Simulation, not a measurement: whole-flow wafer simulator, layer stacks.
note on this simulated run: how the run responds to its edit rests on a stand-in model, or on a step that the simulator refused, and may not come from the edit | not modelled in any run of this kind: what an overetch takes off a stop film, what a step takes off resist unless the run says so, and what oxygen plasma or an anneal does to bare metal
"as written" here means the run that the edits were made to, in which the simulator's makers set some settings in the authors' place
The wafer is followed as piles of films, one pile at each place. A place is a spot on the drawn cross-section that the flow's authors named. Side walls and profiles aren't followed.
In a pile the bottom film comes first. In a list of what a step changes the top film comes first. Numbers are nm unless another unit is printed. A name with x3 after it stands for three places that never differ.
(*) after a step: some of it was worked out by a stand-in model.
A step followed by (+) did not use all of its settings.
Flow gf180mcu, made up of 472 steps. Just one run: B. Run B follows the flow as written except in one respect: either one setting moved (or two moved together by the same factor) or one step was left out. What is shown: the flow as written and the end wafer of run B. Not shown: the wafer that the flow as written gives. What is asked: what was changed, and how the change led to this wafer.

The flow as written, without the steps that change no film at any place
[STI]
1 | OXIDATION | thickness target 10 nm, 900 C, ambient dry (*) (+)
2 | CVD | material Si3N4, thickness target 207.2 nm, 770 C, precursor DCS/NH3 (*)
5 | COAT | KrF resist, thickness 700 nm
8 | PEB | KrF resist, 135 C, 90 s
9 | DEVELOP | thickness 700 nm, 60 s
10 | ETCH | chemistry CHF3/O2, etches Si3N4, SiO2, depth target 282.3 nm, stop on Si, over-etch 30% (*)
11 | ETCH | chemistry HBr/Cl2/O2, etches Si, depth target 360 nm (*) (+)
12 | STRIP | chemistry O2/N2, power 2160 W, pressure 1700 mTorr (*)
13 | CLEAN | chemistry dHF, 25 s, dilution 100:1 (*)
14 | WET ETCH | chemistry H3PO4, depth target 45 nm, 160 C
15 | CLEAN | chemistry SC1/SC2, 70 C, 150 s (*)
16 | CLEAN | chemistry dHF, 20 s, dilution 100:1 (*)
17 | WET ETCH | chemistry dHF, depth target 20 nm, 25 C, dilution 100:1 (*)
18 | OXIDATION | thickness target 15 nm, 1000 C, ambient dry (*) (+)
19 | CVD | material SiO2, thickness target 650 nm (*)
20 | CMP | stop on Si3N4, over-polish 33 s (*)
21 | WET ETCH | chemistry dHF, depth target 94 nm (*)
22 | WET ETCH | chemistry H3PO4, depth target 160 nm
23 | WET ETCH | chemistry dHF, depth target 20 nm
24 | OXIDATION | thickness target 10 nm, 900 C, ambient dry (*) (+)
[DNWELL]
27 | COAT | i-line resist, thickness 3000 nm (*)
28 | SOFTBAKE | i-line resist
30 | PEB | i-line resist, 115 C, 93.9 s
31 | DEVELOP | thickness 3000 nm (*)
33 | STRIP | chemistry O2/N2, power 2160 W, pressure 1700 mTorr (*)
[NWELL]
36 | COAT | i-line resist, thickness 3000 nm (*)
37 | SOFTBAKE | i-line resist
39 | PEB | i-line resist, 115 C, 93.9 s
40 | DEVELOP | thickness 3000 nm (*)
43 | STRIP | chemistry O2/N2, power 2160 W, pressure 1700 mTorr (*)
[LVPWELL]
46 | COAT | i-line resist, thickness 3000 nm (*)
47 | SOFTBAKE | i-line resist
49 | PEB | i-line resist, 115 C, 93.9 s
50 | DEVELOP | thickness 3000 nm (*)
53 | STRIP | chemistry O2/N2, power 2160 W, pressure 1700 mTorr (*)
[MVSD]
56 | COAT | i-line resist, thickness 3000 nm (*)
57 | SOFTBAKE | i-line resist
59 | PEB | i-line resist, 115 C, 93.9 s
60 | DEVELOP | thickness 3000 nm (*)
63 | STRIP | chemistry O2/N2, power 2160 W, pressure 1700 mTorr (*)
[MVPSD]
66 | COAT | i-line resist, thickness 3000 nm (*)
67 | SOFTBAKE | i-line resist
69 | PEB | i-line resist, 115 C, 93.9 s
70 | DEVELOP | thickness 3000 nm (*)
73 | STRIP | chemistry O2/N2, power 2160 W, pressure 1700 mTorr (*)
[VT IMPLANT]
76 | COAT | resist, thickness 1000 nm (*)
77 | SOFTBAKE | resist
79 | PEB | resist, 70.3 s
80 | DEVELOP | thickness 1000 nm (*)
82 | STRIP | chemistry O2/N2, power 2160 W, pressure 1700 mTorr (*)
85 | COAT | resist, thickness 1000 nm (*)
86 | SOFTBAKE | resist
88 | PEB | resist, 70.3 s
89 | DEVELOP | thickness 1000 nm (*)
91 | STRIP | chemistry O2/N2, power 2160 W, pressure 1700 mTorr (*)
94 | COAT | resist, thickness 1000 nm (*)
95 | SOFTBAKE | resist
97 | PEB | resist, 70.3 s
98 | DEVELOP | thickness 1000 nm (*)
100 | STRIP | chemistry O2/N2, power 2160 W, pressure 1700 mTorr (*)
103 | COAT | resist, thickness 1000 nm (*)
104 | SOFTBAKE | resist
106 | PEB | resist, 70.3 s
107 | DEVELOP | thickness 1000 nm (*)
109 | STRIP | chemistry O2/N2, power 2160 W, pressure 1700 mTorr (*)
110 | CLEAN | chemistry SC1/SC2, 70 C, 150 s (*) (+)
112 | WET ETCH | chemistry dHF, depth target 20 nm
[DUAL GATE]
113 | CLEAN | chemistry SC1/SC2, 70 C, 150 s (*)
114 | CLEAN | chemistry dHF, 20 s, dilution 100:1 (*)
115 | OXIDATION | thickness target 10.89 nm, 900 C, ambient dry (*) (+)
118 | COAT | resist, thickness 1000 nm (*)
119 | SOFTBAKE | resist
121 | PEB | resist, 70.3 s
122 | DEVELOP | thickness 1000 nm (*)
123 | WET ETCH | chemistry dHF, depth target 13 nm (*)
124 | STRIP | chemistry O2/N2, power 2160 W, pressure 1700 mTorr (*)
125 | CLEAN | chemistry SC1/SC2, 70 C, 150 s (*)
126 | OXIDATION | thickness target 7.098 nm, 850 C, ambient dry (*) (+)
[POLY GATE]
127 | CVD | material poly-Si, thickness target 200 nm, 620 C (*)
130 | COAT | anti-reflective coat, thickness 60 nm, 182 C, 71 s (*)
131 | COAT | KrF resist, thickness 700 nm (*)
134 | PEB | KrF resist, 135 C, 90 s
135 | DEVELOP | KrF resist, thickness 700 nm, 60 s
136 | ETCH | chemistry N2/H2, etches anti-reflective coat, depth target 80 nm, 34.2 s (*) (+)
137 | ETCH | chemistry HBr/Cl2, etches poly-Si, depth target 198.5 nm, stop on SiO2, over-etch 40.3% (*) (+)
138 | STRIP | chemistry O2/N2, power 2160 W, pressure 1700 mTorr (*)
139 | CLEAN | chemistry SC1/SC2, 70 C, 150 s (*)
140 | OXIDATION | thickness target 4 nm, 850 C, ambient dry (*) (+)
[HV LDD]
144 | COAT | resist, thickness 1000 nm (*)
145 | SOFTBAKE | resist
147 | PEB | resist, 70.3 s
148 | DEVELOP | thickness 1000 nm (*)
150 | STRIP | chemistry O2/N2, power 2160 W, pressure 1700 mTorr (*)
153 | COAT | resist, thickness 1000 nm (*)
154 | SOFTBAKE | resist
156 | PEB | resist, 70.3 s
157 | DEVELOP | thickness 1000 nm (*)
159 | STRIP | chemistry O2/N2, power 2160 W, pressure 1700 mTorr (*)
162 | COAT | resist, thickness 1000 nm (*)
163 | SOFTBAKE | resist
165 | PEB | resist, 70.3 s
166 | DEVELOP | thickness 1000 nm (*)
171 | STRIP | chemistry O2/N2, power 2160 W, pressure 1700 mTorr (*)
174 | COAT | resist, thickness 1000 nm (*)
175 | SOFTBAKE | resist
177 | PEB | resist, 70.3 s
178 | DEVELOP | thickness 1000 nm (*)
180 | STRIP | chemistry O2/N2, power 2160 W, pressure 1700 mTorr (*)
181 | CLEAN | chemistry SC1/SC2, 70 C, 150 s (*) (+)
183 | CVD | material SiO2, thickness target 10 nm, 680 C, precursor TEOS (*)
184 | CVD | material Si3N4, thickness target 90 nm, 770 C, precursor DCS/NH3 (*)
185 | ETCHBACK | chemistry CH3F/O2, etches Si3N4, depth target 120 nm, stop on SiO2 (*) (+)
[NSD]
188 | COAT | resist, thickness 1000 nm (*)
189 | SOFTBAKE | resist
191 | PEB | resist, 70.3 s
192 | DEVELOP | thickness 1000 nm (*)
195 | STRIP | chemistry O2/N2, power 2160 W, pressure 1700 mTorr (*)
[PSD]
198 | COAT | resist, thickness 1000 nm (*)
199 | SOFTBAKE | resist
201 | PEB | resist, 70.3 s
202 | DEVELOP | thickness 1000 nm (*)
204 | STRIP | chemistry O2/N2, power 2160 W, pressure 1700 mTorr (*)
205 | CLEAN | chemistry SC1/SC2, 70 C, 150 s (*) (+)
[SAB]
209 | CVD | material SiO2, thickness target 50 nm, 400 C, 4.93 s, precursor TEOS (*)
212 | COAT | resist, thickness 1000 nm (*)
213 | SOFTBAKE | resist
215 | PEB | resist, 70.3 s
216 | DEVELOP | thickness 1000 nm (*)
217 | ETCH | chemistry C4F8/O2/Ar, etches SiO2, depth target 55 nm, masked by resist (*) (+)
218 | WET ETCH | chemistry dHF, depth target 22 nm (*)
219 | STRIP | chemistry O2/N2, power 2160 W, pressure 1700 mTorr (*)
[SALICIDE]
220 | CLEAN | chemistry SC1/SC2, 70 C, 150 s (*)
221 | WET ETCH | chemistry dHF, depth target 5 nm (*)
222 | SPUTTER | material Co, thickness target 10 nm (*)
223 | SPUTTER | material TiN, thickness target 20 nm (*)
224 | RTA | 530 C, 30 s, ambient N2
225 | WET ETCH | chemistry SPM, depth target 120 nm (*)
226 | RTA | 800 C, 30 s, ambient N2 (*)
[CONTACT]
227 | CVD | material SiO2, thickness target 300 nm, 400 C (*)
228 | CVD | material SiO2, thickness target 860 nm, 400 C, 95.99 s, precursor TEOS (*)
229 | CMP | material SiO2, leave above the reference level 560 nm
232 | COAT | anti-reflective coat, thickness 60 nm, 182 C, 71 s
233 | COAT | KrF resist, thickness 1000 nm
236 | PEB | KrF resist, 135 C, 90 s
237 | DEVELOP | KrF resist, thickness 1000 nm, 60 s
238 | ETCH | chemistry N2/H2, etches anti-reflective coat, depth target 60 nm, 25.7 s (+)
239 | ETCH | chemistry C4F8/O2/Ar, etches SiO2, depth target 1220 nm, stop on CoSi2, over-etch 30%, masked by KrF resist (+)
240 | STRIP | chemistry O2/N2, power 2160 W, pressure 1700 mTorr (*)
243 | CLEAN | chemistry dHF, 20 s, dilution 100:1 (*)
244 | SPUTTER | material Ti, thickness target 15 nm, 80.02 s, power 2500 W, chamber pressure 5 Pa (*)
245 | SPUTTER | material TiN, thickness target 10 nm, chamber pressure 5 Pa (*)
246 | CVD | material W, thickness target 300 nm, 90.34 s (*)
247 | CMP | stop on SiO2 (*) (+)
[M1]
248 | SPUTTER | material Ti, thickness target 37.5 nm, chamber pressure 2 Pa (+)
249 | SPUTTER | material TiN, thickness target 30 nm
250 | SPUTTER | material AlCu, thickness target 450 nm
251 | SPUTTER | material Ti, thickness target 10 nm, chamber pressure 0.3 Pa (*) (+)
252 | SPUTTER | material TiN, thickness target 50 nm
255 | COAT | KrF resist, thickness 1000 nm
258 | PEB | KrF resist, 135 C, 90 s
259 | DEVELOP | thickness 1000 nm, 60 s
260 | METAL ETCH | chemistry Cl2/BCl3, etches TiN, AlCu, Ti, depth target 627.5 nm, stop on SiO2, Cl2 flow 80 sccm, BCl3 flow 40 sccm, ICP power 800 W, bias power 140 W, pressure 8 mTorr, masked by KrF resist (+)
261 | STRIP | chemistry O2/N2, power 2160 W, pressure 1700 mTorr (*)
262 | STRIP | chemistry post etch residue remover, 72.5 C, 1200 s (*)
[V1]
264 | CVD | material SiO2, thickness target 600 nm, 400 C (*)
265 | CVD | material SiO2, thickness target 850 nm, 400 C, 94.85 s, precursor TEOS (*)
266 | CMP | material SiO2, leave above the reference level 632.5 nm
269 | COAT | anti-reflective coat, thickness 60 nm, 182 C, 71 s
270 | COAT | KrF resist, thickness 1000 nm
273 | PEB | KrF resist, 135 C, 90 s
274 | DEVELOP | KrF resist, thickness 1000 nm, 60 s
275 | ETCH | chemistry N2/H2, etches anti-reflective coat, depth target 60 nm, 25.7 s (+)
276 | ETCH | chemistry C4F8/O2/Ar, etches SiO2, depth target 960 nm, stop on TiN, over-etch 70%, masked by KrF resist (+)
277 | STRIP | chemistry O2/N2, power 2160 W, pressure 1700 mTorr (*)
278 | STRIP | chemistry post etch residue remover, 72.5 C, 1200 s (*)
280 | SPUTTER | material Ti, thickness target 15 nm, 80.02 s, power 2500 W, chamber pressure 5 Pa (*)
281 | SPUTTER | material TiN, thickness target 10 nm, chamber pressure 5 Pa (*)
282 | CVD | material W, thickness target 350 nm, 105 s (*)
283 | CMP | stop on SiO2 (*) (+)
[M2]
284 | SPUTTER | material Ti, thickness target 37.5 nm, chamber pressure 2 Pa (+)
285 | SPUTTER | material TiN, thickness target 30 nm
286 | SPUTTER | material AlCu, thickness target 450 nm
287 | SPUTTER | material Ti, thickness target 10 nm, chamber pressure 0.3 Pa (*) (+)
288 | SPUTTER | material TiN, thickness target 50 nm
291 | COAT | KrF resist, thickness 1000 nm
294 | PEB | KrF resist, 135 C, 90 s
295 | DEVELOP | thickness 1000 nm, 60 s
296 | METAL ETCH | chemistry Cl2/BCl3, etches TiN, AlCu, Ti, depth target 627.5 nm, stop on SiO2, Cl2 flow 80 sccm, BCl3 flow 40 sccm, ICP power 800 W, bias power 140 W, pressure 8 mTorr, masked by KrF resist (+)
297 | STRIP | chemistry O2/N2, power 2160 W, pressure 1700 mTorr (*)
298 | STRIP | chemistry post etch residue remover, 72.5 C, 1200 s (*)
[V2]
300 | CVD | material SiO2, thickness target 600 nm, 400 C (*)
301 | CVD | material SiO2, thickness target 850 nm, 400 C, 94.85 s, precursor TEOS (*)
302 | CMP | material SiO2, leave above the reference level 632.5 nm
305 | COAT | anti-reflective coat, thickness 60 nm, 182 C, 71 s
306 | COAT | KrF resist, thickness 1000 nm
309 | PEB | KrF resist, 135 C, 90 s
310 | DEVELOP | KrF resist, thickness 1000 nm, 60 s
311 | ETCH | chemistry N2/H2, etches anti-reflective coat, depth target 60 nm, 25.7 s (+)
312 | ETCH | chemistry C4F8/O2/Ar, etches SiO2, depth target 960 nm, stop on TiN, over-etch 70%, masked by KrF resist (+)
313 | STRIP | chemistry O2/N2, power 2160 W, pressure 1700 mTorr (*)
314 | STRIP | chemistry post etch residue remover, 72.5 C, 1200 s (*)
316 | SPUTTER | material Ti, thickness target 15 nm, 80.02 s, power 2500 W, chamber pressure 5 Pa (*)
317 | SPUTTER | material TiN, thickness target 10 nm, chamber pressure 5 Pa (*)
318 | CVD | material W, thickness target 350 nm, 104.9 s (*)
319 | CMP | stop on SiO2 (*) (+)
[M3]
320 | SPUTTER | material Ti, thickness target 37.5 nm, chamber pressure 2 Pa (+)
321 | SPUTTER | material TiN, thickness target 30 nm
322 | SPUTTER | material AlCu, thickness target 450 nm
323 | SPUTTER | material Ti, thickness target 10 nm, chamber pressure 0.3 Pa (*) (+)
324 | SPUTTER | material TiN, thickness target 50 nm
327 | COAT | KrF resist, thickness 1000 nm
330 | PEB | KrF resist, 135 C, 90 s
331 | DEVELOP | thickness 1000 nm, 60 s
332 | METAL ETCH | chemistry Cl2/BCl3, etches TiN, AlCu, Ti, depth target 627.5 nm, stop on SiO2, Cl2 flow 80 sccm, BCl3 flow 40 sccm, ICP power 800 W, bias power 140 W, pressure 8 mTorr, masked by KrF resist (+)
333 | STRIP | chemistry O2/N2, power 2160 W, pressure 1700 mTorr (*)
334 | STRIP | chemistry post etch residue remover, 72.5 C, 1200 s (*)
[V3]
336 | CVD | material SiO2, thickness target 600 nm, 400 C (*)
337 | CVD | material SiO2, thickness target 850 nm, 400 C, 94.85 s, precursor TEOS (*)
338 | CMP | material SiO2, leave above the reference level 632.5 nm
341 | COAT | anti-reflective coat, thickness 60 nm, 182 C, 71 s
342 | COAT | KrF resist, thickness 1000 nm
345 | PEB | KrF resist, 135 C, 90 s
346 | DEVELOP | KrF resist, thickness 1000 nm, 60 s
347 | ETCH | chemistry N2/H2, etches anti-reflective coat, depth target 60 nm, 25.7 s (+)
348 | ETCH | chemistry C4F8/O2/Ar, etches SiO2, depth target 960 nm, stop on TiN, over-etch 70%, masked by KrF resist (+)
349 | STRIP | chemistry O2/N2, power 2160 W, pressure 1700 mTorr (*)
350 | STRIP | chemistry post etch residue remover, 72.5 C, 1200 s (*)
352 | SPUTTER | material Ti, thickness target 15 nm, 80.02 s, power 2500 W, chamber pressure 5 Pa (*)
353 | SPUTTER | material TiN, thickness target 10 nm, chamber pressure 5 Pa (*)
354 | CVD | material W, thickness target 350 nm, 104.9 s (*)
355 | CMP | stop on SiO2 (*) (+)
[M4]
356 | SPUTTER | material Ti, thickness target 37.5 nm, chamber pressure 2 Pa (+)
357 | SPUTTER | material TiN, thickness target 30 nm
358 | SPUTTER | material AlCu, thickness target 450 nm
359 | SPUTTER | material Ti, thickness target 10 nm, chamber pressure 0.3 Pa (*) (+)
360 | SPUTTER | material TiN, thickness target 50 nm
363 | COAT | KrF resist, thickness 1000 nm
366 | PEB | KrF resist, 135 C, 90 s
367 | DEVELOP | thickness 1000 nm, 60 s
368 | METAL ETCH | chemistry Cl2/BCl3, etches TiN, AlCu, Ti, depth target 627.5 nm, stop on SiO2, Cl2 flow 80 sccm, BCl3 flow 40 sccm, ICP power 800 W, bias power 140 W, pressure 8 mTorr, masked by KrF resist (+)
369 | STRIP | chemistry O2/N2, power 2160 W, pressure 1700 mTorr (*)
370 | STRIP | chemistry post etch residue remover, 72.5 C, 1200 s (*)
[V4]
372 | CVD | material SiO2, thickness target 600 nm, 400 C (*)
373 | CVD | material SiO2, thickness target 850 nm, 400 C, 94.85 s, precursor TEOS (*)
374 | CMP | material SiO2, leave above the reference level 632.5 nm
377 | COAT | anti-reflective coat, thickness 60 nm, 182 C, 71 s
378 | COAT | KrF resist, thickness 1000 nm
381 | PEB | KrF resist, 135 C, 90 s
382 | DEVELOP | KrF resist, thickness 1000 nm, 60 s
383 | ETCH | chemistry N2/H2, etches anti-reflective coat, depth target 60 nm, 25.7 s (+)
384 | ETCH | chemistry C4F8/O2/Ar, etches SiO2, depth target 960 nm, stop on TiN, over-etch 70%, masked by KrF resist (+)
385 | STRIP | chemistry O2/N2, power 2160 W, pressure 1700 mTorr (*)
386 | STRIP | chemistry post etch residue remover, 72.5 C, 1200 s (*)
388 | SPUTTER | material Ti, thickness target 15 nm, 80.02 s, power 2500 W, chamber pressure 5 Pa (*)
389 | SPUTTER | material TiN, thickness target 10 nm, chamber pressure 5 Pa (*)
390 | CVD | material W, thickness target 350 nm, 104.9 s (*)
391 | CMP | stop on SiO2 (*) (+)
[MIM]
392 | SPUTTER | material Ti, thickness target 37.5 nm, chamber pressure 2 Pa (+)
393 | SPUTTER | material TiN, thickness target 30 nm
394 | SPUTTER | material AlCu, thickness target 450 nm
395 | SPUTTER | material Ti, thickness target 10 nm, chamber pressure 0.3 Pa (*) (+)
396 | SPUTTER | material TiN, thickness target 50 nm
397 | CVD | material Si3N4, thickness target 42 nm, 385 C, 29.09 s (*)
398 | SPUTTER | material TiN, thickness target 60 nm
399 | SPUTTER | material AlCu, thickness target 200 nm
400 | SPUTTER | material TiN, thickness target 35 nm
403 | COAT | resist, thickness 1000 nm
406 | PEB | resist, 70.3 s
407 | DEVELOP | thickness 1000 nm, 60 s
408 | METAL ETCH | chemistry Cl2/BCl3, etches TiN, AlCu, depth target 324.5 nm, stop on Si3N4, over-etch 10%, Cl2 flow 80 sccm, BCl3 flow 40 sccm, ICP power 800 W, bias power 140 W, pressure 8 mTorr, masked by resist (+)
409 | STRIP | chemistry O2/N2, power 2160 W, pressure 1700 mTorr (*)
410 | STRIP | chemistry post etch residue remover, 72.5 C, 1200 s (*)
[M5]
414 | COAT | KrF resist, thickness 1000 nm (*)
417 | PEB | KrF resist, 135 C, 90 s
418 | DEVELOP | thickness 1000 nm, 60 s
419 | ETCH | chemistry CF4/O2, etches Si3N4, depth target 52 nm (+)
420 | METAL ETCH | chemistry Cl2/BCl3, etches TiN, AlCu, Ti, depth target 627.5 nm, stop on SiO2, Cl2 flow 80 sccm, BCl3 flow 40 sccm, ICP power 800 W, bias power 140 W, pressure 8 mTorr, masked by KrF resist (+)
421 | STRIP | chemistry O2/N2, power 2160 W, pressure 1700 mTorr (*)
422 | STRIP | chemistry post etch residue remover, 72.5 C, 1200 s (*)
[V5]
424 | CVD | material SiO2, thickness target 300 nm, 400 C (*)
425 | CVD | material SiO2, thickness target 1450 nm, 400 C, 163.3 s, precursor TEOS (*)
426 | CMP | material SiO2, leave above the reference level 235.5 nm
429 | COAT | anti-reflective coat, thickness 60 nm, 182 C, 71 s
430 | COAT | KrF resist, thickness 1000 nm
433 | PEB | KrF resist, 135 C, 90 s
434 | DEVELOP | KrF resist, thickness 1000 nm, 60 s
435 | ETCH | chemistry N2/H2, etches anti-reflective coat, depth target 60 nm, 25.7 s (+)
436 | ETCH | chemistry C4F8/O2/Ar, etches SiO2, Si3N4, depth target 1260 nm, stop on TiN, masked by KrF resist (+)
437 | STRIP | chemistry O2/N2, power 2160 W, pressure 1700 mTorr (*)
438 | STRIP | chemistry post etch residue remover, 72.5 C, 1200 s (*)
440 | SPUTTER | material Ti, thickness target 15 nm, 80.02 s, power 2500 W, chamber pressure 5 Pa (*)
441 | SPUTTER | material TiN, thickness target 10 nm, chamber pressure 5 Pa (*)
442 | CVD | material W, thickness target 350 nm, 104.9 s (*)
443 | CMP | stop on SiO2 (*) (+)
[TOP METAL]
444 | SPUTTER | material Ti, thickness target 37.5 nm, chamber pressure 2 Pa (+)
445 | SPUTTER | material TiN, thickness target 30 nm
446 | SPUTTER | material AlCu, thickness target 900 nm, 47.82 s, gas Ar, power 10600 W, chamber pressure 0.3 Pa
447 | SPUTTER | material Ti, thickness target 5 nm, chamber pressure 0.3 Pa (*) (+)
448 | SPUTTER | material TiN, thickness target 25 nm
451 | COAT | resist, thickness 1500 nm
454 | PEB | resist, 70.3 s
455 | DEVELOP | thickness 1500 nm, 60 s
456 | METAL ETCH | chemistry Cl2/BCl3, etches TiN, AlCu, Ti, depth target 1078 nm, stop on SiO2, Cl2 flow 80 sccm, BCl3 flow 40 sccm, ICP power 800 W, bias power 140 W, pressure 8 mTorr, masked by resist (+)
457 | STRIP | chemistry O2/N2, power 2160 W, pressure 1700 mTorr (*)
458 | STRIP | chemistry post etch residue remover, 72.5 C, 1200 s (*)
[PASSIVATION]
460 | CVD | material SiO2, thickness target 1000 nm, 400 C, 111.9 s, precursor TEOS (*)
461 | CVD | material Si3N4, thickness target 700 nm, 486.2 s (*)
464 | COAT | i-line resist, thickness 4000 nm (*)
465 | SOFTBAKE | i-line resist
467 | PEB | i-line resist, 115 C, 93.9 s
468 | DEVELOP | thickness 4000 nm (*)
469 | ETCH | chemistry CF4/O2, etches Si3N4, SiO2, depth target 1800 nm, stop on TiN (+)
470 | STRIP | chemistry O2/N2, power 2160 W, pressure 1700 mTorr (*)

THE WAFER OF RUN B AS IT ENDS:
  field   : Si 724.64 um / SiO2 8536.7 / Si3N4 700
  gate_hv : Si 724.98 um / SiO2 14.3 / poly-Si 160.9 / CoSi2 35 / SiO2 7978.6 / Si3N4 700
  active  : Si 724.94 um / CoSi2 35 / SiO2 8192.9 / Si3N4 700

The reason: step 302, CMP: leave above the reference level 942.4 nm was run, though the flow has leave above the reference level 632.5 nm.

The path from the change to this, step by step:
  302 | CMP | material SiO2, leave above the reference level 632.5 nm
      field, field__w1, field__w2 and 103 more: nothing (as written it would have been: SiO2 loses 300)
      field__w8, contact, m1, m1__w1, m1_nw: SiO2 loses 567.2 (as written it would have been: SiO2 loses 877.1)
  305 | COAT | anti-reflective coat, thickness 60 nm, 182 C, 71 s
      field: anti-reflective coat gains 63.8 (new film) (as written it would have been: anti-reflective coat gains 60 (new film))
      field__w8: anti-reflective coat gains 54.2 (new film) (as written it would have been: anti-reflective coat gains 60 (new film))
      (also at 10 further places)
  311 | ETCH | chemistry N2/H2, etches anti-reflective coat, depth target 60 nm, 25.7 s (+)
      contact: anti-reflective coat loses 54.1 (all of it), SiO2 loses 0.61 (as written it would have been: anti-reflective coat loses 60 (all of it), SiO2 loses 0.46)
  312 | ETCH | chemistry C4F8/O2/Ar, etches SiO2, depth target 960 nm, stop on TiN, over-etch 70%, masked by KrF resist (+)
      contact: SiO2 loses 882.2 (all of it) (as written it would have been: SiO2 loses 572.5 (all of it))
  313 | STRIP | chemistry O2/N2, power 2160 W, pressure 1700 mTorr (*)
      field: KrF resist loses 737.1 (all of it), anti-reflective coat loses 63.8 (all of it) (as written it would have been: KrF resist loses 739.2 (all of it), anti-reflective coat loses 60 (all of it))
      field__w8: KrF resist loses 738.3 (all of it), anti-reflective coat loses 54.2 (all of it) (as written it would have been: KrF resist loses 739.2 (all of it), anti-reflective coat loses 60 (all of it))
      (also at 9 further places)
  316 | SPUTTER | material Ti, thickness target 15 nm, 80.02 s, power 2500 W, chamber pressure 5 Pa (*)
      contact: Ti gains 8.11 (new film) (as written it would have been: Ti gains 9.65 (new film))
  317 | SPUTTER | material TiN, thickness target 10 nm, chamber pressure 5 Pa (*)
      contact: TiN gains 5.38 (new film) (as written it would have been: TiN gains 6.4 (new film))
  318 | CVD | material W, thickness target 350 nm, 104.9 s (*)
      contact: W gains 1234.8 (new film) (as written it would have been: W gains 932.3 (new film))
  319 | CMP | stop on SiO2 (*) (+)
      field__w8, m1, m1__w1, m1_nw: W loses 350 (all of it), TiN loses 10 (all of it), Ti loses 15 (all of it), SiO2 loses 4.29 (as written it would have been: W loses 350 (all of it), TiN loses 10 (all of it), Ti loses 15 (all of it), SiO2 loses 3.78)
  338 | CMP | material SiO2, leave above the reference level 632.5 nm
      field, field__w1, field__w2 and 103 more: SiO2 loses 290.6 (as written it would have been: SiO2 loses 300)
